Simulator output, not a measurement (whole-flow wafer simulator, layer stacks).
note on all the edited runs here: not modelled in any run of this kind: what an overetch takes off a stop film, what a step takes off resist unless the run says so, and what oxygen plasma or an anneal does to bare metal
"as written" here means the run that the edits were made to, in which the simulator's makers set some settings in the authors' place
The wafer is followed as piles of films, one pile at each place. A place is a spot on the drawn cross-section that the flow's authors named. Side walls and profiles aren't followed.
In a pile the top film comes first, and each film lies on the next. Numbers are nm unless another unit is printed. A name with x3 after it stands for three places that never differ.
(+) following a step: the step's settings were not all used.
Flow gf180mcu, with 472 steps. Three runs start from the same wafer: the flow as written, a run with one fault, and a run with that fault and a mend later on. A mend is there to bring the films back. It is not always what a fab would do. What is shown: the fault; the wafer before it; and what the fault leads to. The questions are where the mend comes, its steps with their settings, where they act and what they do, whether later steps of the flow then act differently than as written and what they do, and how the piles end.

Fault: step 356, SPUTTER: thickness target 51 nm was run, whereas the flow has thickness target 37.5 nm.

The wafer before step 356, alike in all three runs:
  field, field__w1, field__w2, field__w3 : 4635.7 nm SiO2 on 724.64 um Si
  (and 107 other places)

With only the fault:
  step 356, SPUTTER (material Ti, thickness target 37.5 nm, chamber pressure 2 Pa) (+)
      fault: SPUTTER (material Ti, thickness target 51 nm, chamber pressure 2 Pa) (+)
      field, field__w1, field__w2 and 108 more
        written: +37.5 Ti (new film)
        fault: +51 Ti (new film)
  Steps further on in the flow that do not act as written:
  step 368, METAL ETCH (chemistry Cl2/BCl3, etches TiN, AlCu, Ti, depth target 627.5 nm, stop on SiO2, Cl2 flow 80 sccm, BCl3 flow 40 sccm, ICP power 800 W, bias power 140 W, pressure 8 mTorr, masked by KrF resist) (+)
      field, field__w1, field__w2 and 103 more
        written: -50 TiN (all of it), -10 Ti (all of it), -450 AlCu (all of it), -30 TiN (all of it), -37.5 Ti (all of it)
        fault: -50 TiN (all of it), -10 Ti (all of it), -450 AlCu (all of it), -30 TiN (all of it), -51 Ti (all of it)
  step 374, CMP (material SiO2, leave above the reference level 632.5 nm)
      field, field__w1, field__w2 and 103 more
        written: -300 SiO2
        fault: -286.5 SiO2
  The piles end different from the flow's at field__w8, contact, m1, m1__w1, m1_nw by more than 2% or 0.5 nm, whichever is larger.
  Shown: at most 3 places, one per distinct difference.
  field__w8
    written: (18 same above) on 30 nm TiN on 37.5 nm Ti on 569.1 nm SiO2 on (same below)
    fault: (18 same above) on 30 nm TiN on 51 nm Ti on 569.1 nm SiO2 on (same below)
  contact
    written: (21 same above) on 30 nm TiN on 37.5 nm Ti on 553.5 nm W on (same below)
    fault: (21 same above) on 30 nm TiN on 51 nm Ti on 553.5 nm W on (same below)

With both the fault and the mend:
  The mend follows step 356.
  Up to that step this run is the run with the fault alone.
  step 356a, METAL ETCH (chemistry Cl2/BCl3, etches TiN, AlCu, Ti, depth target 13.5 nm, Cl2 flow 80 sccm, BCl3 flow 40 sccm, ICP power 800 W, bias power 140 W, pressure 8 mTorr) (the flow's step 260 again, with other settings)
      field, field__w1, field__w2 and 108 more
        -13.5 Ti
  Every later step of the flow that is run acts as written at every place that is followed.
  At every place that both follow, the piles at the end match the flow's.
